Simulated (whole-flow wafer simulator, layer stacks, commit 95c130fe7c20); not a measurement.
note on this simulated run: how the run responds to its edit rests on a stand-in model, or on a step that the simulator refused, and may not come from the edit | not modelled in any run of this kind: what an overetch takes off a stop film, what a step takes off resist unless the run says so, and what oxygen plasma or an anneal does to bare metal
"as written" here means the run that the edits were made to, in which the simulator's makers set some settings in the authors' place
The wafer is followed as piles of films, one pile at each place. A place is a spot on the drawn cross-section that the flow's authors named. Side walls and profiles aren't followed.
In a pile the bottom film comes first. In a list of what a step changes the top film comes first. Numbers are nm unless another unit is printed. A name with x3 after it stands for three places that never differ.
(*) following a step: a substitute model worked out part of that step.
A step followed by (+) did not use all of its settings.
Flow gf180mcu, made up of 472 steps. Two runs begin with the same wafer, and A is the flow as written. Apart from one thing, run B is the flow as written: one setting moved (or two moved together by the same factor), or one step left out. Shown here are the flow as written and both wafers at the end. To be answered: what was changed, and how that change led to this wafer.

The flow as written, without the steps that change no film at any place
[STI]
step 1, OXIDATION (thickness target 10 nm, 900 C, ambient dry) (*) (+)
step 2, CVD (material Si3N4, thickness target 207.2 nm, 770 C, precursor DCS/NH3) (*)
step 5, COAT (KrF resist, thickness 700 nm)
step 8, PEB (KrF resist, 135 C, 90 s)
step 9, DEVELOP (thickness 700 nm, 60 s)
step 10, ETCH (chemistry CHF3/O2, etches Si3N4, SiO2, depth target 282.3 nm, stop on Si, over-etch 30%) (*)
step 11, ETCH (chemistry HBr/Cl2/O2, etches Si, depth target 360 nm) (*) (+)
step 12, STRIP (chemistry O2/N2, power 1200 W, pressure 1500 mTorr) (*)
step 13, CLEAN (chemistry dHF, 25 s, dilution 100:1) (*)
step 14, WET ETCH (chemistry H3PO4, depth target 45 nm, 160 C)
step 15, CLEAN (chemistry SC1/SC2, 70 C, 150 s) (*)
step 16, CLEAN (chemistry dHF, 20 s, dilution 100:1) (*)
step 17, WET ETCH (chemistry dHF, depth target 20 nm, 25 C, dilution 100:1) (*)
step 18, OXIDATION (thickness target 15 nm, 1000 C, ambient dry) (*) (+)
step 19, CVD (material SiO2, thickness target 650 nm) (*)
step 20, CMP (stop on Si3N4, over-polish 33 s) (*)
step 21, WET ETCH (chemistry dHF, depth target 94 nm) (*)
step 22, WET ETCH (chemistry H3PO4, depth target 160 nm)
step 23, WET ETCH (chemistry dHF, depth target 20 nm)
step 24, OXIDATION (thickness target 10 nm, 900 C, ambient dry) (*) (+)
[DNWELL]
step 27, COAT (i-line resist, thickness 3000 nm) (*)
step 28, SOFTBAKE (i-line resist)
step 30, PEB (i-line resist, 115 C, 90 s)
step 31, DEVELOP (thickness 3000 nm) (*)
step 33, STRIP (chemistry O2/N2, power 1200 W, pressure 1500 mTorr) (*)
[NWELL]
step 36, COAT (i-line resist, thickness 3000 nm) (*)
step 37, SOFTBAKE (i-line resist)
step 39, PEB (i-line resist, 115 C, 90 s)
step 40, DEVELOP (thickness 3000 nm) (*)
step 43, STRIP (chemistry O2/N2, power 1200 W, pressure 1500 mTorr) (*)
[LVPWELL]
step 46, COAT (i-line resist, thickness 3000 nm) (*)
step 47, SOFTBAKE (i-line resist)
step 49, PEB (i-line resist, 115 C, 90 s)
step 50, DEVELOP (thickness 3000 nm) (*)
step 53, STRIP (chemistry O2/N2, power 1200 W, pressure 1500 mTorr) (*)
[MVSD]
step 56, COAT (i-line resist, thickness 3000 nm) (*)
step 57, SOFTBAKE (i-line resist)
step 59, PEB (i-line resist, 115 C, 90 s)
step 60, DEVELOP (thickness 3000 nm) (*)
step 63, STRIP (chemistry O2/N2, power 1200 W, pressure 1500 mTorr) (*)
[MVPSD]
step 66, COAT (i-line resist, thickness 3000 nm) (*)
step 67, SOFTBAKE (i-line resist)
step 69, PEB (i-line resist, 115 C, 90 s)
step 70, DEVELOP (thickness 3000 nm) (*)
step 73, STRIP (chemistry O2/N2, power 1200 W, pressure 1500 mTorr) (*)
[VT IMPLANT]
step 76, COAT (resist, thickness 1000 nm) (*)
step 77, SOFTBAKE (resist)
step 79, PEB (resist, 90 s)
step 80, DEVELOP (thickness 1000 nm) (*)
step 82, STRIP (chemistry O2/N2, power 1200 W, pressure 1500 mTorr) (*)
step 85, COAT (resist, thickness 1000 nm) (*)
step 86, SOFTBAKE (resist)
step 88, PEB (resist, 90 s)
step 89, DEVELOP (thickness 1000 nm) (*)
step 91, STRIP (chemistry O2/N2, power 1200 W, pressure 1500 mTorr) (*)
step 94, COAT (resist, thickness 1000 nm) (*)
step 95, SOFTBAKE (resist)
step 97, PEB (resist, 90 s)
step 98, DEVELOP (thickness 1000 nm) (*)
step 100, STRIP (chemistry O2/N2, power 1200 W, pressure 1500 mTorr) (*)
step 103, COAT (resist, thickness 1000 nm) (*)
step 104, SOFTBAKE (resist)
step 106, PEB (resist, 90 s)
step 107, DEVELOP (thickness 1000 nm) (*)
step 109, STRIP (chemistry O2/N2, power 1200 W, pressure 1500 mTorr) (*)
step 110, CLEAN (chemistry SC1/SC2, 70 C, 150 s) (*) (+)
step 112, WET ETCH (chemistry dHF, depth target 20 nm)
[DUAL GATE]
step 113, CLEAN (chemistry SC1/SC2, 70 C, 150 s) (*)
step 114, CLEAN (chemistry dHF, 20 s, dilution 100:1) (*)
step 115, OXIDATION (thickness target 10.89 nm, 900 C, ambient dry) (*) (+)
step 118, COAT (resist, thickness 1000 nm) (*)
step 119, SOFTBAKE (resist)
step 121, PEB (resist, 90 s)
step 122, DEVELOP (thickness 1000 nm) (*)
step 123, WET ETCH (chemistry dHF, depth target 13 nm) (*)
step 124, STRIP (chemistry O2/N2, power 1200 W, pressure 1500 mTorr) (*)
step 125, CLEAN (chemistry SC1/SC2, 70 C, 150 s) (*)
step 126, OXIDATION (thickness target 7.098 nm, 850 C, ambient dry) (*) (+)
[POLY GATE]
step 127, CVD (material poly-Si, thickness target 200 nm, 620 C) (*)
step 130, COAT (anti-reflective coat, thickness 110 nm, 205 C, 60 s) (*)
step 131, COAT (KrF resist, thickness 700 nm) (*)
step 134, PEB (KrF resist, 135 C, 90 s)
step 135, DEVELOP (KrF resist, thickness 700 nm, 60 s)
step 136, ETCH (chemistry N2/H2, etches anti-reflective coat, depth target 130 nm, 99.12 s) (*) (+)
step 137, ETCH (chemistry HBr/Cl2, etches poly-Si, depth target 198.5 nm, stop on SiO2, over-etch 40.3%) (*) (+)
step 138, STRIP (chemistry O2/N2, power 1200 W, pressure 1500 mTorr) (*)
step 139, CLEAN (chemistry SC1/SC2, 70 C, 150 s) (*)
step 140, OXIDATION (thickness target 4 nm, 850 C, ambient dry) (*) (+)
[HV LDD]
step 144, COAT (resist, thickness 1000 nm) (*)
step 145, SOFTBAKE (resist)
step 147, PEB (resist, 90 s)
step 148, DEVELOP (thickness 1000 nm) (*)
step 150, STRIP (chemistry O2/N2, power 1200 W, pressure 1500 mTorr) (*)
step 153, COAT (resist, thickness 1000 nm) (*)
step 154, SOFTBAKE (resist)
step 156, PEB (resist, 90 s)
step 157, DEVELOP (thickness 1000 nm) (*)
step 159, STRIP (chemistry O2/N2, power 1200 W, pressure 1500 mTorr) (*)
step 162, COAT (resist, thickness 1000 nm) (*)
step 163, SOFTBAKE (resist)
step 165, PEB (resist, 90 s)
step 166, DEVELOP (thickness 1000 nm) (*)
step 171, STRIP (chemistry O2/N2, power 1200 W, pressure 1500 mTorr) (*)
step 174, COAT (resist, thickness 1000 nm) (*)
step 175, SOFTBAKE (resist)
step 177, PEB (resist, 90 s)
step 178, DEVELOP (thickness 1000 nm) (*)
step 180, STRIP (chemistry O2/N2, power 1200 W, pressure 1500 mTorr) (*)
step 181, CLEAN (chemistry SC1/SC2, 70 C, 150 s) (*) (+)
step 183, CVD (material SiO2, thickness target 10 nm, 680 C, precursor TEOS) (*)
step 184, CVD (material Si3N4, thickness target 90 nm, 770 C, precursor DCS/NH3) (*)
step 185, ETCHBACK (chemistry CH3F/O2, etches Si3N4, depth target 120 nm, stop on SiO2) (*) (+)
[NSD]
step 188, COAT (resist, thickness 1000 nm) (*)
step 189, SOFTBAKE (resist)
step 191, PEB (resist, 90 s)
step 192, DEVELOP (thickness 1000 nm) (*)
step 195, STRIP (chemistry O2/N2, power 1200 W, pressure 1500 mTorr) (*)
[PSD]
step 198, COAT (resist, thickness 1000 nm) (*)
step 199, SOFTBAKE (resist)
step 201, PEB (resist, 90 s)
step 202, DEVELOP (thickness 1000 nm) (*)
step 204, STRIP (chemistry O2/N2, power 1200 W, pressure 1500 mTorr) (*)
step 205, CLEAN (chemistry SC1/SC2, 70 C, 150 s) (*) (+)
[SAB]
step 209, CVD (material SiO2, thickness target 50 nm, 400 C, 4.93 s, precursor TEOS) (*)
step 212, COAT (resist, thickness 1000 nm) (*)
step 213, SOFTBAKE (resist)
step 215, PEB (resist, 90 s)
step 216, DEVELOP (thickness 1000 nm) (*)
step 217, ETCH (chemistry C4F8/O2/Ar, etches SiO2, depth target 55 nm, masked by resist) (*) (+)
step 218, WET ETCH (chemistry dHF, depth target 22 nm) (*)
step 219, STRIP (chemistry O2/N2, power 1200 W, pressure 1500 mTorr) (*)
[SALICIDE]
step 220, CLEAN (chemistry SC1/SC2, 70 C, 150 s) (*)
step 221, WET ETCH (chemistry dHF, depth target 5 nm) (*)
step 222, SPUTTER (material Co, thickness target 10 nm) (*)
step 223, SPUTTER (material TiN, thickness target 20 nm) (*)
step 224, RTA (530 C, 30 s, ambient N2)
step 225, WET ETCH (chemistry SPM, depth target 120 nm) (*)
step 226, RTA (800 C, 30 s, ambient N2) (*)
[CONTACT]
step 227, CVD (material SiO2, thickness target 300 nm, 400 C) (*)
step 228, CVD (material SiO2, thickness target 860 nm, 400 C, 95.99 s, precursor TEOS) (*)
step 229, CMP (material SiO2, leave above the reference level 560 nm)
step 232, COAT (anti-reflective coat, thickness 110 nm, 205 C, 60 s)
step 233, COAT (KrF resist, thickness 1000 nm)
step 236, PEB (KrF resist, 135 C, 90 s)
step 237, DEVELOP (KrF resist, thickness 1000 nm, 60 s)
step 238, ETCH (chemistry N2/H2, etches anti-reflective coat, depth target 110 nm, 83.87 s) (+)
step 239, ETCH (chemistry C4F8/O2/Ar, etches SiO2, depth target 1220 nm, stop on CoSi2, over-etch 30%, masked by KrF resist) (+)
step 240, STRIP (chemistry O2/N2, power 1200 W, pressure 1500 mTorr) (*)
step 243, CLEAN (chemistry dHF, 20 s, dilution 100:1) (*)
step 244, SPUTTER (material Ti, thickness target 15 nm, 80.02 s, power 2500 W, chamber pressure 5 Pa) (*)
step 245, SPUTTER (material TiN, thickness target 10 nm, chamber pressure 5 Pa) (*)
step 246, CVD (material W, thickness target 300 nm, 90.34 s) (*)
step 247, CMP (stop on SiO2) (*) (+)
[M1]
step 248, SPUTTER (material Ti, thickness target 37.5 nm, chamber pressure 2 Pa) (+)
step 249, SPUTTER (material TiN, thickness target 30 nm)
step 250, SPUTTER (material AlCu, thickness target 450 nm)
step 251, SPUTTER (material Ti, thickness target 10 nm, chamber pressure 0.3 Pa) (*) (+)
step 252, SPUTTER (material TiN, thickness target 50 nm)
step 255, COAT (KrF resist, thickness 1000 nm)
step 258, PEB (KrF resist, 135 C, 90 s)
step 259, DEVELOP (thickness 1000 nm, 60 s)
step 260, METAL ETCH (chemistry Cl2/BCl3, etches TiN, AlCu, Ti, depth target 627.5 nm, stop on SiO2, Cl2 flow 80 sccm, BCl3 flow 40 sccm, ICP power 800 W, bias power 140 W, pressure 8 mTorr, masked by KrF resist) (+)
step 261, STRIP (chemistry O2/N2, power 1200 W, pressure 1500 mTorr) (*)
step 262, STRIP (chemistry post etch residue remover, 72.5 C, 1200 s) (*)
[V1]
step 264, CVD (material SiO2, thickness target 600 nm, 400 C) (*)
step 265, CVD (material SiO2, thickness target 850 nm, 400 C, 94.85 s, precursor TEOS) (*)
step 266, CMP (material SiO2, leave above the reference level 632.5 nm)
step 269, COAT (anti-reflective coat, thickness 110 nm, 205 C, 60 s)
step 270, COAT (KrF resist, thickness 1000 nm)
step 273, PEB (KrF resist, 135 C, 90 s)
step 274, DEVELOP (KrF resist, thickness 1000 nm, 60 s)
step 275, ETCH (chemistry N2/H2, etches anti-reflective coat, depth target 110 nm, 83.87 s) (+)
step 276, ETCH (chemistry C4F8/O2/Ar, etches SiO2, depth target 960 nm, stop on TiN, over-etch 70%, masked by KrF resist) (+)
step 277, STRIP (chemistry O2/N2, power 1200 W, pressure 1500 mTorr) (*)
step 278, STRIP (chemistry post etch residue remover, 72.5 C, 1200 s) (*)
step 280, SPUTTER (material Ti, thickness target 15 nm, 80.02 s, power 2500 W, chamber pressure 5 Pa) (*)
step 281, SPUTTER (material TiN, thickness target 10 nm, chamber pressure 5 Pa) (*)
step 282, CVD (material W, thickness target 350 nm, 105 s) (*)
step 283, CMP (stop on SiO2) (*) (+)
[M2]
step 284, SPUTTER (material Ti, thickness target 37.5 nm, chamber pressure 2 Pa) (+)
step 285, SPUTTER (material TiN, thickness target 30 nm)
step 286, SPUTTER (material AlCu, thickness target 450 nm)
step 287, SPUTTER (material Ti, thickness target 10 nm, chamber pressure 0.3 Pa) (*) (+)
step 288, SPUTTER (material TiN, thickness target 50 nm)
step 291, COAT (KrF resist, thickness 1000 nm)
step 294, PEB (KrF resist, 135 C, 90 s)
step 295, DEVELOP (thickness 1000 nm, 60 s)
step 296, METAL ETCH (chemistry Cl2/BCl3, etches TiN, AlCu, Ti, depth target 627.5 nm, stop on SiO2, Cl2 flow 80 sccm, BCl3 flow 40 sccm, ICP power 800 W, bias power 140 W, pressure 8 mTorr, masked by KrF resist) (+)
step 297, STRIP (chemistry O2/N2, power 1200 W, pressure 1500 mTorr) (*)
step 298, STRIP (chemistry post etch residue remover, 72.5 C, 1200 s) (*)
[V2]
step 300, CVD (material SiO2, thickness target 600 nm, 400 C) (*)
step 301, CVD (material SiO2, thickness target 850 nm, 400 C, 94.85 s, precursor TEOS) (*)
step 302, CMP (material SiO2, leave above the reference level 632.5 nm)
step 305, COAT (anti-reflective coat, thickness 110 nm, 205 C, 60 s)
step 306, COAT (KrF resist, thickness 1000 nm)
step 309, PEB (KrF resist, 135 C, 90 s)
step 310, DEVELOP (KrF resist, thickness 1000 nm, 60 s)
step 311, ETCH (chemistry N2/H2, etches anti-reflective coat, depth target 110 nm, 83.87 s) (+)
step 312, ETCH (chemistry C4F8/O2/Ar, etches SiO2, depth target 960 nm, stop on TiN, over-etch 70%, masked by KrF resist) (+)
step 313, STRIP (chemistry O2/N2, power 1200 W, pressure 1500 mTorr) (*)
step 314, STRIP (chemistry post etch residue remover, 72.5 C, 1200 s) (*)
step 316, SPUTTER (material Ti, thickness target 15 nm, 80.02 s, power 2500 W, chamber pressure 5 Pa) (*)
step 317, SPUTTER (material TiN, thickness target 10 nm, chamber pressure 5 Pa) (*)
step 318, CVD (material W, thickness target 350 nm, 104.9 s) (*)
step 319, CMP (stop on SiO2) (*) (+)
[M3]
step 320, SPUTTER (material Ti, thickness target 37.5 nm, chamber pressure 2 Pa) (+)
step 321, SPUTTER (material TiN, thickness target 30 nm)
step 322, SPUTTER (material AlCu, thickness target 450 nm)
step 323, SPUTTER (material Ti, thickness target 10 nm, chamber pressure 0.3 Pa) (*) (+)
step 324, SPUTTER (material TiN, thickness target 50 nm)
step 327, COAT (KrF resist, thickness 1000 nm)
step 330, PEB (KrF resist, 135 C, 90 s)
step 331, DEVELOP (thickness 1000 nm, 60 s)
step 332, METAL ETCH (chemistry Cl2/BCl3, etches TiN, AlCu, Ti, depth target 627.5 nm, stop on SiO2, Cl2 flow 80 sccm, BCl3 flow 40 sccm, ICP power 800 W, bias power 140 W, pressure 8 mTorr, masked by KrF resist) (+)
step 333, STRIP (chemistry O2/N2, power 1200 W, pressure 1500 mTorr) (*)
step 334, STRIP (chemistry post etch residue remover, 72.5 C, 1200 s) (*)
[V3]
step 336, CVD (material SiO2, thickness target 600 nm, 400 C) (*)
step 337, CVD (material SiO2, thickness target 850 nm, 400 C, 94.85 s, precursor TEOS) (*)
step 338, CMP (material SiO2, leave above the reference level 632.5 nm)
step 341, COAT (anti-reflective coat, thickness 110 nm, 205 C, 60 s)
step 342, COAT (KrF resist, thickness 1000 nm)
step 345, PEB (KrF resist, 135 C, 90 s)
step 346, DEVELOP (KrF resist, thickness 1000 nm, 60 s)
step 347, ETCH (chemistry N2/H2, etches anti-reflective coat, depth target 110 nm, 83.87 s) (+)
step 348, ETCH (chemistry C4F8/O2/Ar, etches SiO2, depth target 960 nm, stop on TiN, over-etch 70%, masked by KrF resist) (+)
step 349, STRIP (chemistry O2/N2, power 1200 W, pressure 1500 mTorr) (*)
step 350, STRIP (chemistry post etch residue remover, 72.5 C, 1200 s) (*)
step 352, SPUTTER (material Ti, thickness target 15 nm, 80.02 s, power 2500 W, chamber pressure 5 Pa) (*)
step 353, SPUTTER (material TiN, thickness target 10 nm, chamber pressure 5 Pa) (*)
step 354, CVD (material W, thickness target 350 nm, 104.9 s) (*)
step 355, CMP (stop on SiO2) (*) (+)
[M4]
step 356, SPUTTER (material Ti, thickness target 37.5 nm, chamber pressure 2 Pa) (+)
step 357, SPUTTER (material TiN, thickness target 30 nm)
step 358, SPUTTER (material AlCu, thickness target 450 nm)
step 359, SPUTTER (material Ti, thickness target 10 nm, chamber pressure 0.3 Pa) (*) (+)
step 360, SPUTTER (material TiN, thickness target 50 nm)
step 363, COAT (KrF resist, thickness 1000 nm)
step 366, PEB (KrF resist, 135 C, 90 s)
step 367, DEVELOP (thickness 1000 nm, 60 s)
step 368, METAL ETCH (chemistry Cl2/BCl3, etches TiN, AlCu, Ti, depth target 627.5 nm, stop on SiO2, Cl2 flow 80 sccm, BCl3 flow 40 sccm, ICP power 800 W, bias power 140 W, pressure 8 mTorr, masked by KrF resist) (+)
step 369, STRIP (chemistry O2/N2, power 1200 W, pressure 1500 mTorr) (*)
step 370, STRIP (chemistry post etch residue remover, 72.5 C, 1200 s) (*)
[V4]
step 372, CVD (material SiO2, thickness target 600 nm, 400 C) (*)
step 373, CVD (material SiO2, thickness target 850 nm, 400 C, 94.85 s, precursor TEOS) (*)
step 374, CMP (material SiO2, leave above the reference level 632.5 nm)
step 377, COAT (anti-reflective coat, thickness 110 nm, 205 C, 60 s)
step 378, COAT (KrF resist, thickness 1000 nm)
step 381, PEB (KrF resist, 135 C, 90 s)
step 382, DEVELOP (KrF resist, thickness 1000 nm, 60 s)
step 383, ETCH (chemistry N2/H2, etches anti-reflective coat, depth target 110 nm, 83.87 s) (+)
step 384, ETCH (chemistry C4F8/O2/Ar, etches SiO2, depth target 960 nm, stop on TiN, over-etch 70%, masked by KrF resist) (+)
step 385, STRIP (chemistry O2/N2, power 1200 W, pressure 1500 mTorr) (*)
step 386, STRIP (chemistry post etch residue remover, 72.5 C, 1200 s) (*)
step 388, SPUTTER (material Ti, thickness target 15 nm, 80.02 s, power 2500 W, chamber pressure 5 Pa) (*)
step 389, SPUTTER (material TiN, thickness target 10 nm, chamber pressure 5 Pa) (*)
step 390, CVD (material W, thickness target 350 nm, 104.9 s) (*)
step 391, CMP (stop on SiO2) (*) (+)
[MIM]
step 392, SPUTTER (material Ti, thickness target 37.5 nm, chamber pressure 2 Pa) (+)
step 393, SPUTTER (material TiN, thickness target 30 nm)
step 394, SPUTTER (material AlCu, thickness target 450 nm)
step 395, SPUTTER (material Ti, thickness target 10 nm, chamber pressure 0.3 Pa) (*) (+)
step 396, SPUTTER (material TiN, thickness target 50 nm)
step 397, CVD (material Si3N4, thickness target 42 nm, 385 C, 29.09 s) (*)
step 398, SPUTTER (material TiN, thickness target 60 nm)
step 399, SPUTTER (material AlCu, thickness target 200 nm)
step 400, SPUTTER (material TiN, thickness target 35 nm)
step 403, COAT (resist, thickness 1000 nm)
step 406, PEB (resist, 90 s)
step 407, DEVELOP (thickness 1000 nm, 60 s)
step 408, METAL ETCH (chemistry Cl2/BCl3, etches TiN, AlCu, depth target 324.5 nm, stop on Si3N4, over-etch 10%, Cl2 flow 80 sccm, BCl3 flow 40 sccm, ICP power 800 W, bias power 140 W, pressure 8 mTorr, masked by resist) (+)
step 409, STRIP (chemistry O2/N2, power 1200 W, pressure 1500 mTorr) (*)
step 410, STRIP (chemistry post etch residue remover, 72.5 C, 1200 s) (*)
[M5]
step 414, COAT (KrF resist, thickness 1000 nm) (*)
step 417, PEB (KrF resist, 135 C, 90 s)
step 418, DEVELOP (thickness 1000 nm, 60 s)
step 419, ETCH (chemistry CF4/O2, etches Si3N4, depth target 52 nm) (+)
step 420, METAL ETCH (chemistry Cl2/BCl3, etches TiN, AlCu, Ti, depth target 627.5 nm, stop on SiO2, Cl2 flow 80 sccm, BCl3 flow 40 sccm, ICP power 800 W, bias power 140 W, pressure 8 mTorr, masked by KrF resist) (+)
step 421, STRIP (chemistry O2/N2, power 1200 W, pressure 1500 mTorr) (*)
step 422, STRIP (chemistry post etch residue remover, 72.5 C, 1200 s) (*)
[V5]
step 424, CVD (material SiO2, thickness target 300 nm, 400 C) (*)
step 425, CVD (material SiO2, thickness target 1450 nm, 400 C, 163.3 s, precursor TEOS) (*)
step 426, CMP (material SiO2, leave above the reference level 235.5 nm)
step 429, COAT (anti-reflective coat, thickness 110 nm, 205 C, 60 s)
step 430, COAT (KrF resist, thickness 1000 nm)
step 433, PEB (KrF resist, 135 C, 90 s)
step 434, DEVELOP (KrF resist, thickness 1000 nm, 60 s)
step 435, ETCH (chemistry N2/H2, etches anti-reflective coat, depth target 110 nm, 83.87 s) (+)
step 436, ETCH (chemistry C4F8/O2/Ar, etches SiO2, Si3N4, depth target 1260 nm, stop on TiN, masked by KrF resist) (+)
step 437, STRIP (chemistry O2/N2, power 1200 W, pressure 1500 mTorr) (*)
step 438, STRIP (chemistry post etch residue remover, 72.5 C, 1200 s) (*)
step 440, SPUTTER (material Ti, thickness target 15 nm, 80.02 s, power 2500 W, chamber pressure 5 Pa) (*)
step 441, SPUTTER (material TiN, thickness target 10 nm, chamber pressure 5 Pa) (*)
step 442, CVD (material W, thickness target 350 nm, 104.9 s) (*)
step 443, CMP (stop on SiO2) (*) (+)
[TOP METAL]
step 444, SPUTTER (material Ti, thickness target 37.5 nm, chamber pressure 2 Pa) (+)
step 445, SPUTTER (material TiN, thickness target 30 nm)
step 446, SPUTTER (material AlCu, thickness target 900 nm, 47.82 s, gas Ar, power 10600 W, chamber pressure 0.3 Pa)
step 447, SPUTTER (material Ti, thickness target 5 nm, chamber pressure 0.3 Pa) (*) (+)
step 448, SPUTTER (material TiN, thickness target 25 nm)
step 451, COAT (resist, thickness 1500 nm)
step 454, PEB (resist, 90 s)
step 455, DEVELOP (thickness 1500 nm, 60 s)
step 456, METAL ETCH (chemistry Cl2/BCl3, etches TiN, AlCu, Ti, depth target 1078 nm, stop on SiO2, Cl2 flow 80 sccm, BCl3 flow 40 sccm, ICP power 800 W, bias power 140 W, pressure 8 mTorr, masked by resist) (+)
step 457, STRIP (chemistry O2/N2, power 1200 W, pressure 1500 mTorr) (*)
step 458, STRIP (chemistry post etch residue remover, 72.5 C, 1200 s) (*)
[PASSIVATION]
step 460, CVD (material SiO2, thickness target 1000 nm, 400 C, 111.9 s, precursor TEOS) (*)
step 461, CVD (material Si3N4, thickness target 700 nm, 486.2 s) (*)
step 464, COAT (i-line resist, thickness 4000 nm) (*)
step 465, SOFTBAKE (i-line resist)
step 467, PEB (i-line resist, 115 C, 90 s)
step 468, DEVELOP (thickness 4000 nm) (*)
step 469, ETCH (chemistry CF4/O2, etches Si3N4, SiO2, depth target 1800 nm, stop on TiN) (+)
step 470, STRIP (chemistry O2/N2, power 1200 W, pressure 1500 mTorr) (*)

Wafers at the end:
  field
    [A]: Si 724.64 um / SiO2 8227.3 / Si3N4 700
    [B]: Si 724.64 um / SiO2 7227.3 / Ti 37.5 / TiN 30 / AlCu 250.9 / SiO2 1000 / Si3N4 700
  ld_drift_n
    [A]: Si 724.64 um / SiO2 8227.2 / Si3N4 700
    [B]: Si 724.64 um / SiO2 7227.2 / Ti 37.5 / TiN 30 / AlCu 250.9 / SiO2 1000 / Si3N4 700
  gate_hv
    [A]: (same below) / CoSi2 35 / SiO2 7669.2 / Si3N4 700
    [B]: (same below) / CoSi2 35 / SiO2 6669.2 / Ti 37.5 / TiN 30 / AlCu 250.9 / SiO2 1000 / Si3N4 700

The reason: step 456, METAL ETCH: depth target 673.4 nm was run, though the flow has depth target 1078 nm.

Step by step, how the change led to this:
  step 456, METAL ETCH (chemistry Cl2/BCl3, etches TiN, AlCu, Ti, depth target 1078 nm, stop on SiO2, Cl2 flow 80 sccm, BCl3 flow 40 sccm, ICP power 800 W, bias power 140 W, pressure 8 mTorr, masked by resist) (+)
      field, field__w1, field__w2 and 103 more: A TiN loses 25 (all of it), Ti loses 5 (all of it), AlCu loses 900 (all of it), TiN loses 30 (all of it), Ti loses 37.5 (all of it) | B TiN loses 25 (all of it), Ti loses 5 (all of it), AlCu loses 643.4
      field__w8, contact, m1, m1__w1, pad, m1_nw: A resist loses 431 | B resist loses 269.4
  step 457, STRIP (chemistry O2/N2, power 1200 W, pressure 1500 mTorr) (*)
      field__w8, contact, m1, m1__w1, pad, m1_nw: A resist loses 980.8 (all of it) | B resist loses 1142.4 (all of it)
  step 458, STRIP (chemistry post etch residue remover, 72.5 C, 1200 s) (*)
      field, field__w1, field__w2 and 103 more: A nothing | B AlCu loses 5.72
  step 460, CVD (material SiO2, thickness target 1000 nm, 400 C, 111.9 s, precursor TEOS) (*)
      field, field__w1, field__w2 and 103 more: A SiO2 gains 1000 | B SiO2 gains 1000 (new film)
  step 464, COAT (i-line resist, thickness 4000 nm) (*)
      field__w8: A i-line resist gains 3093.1 (new film) | B i-line resist gains 3376.6 (new film)
      contact: A i-line resist gains 3153.6 (new film) | B i-line resist gains 3412 (new film)
      (also at 4 further places)
  step 465, SOFTBAKE (i-line resist)
      field__w5, field__w9: A i-line resist gains 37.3 | B i-line resist gains 22.9
      active_hv, ld_gate_n: A i-line resist gains 28.2 | B i-line resist gains 16.4
      (also at 65 further places)
  step 467, PEB (i-line resist, 115 C, 90 s)
      field__w8, m1__w1: A i-line resist loses 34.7 | B i-line resist loses 39.8
      contact, m1: A i-line resist loses 35.1 | B i-line resist loses 40
      (also at 2 further places)
  step 468, DEVELOP (thickness 4000 nm) (*)
      pad: A i-line resist loses 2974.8 (all of it) | B i-line resist loses 3285.8 (all of it)
  step 470, STRIP (chemistry O2/N2, power 1200 W, pressure 1500 mTorr) (*)
      field__w8, m1__w1: A i-line resist loses 1787.7 (all of it) | B i-line resist loses 2094.6 (all of it)
      contact: A i-line resist loses 1811.2 (all of it) | B i-line resist loses 2108.7 (all of it)
      (also at 2 further places)
Taking metal films that touch as one body, field has 1 body; the flow as written gives 0 bodies.
Taking metal films that touch as one body, ld_drift_n has 1 body; the flow as written gives 0 bodies.
Taking metal films that touch as one body, gate_hv has 2 bodies (between them, from the top down: SiO2 6669.2); the flow as written gives 1 body.
